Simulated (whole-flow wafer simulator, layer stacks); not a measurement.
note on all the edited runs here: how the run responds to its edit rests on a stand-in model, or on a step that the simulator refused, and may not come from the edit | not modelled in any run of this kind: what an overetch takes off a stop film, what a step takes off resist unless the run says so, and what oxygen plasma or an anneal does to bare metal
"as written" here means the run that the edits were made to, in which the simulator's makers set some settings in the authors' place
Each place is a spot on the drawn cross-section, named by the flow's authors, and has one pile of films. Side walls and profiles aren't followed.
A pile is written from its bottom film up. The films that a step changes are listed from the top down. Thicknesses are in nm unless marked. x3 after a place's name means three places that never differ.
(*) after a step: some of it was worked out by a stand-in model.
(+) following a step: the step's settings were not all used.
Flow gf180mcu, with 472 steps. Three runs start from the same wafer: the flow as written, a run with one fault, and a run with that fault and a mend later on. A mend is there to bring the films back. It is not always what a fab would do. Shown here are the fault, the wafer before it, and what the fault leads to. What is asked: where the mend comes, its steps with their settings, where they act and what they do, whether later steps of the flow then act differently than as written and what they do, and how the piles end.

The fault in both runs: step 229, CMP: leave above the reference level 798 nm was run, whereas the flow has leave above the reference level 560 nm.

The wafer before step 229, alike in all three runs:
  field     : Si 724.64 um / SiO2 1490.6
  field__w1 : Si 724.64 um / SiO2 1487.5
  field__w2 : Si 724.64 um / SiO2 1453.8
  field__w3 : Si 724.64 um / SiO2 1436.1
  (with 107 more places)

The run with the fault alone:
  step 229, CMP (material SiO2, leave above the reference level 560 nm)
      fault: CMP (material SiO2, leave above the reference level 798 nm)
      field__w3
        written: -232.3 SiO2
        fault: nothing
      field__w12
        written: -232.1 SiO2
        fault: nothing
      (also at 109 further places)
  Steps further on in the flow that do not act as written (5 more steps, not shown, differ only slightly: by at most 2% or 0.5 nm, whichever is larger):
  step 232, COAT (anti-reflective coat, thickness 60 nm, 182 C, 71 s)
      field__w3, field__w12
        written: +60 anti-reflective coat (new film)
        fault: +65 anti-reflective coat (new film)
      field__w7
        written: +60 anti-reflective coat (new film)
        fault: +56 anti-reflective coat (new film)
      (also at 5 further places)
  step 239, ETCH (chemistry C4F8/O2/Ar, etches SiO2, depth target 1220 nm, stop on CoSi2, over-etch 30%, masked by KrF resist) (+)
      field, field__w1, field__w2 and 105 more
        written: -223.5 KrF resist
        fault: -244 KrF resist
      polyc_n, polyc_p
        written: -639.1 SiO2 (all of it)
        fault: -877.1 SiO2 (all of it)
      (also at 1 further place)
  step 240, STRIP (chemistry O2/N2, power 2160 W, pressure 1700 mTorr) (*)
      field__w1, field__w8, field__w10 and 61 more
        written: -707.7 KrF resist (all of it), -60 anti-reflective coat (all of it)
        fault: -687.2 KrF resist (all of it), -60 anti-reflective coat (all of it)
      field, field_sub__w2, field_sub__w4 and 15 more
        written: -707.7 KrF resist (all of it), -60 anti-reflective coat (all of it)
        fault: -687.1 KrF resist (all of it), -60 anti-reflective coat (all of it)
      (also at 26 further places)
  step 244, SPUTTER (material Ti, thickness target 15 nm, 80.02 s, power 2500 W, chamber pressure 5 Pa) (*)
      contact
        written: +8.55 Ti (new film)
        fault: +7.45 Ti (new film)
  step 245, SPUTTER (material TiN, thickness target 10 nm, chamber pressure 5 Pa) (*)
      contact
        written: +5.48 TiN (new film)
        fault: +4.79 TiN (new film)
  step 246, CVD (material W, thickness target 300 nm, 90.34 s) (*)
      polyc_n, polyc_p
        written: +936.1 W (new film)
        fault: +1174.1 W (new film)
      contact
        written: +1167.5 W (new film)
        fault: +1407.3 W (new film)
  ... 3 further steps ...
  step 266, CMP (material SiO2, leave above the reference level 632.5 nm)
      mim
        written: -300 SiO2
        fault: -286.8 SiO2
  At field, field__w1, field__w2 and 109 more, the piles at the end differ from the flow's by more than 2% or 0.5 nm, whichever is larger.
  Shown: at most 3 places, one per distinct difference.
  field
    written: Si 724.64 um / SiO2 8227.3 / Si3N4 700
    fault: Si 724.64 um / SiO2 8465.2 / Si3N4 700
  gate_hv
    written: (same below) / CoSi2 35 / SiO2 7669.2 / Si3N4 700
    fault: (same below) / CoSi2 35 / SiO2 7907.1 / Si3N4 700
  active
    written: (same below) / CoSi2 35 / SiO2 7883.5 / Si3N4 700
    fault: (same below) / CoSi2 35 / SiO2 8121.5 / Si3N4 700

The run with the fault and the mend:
  The mend follows step 237.
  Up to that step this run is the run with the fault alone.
  step 237a, STRIP (chemistry O2/N2, power 2160 W, pressure 1700 mTorr) (*)
      field, field__w1, field__w8 and 73 more
        -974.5 KrF resist (all of it), -60 anti-reflective coat (all of it)
      p_well, sti, spacer, sd_n, mim_1p0, pad, dice_street
        -974.6 KrF resist (all of it), -59.9 anti-reflective coat (all of it)
      sd_p_hv, gate_p_hv, nplus_u, nw_enc_fld, nw_enc_fld__w1, gate_p_hv5
        -974.4 KrF resist (all of it), -60 anti-reflective coat (all of it)
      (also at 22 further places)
  step 237b, CMP (material SiO2, leave above the reference level 560 nm) (the flow's step 229, run once more)
      field, field__w1, field__w2 and 105 more
        -238 SiO2
      field__w3
        -232.3 SiO2
      field__w12
        -232.1 SiO2
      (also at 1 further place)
  step 237c, HMDS (120 C, 60 s) (the flow's step 231, run once more)
      leaves every film unchanged at each place that is followed
  step 237d, COAT (anti-reflective coat, thickness 60 nm, 182 C, 71 s) (the flow's step 232, run once more)
      field, field__w1, field__w2 and 108 more
        +60 anti-reflective coat (new film)
  step 237e, COAT (KrF resist, thickness 1000 nm) (the flow's step 233, run once more)
      field, field__w1, field__w2 and 108 more
        +1000 KrF resist (new film)
  step 237f, SOFTBAKE (KrF resist) (the flow's step 234, run once more)
      leaves every film unchanged at each place that is followed
  step 237g, EXPOSE (photomask Contact) (the flow's step 235, run once more)
      leaves every film unchanged at each place that is followed
  step 237h, PEB (KrF resist, 135 C, 90 s) (the flow's step 236, run once more)
      field, field__w1, field__w2 and 108 more
        -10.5 KrF resist
  step 237i, DEVELOP (KrF resist, thickness 1000 nm, 60 s) (the flow's step 237, run once more)
      field, field__w1, field__w2 and 105 more
        -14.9 KrF resist
      contact, polyc_n, polyc_p
        -989.5 KrF resist (all of it)
  None of the later steps of the flow acts differently than as written at any place that is followed.
  The piles end the same as the flow's at every place that both follow.
